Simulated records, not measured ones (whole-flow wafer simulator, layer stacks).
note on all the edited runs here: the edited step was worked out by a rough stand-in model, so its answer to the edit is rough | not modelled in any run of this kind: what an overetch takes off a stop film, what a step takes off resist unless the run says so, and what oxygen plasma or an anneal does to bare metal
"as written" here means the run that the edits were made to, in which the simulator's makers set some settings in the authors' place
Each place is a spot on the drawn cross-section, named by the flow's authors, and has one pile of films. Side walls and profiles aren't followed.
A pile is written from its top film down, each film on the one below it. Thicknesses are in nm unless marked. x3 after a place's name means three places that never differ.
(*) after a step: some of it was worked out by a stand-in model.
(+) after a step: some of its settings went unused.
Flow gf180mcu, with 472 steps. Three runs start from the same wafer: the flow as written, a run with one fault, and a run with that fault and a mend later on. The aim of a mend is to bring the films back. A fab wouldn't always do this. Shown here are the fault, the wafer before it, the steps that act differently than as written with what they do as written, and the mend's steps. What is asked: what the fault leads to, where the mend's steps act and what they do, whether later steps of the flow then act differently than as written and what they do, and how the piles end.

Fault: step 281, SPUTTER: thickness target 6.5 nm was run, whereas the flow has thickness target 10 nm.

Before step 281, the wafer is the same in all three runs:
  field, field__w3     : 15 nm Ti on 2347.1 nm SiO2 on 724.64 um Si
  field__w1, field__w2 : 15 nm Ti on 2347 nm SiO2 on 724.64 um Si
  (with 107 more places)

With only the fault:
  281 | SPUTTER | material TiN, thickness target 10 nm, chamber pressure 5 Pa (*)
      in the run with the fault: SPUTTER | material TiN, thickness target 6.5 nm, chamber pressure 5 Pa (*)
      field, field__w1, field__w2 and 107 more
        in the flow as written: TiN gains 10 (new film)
        in the run with the fault: TiN gains 6.5 (new film)
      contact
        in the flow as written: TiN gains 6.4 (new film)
        in the run with the fault: TiN gains 4.17 (new film)
  Steps further on in the flow that do not act as written (not shown: 1 more step that differs only slightly, by at most 2% or 0.5 nm, whichever is larger):
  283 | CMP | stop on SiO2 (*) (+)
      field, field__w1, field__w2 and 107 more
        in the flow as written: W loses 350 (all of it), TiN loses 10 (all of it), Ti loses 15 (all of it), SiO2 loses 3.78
        in the run with the fault: W loses 350 (all of it), TiN loses 6.5 (all of it), Ti loses 15 (all of it), SiO2 loses 3.75
  The piles end different from the flow's at contact by more than 2% or 0.5 nm, whichever is larger.
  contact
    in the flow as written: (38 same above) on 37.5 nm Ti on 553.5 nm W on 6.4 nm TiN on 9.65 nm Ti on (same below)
    in the run with the fault: (38 same above) on 37.5 nm Ti on 555.8 nm W on 4.17 nm TiN on 9.65 nm Ti on (same below)

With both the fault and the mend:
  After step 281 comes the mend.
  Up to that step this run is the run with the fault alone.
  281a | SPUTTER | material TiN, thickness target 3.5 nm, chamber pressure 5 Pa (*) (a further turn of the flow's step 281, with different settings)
      field, field__w1, field__w2 and 107 more
        TiN gains 3.5
      contact
        TiN gains 2.24
  None of the later steps of the flow acts differently than as written at any place that is followed.
  By the end, the piles equal the flow's at every place that both follow.
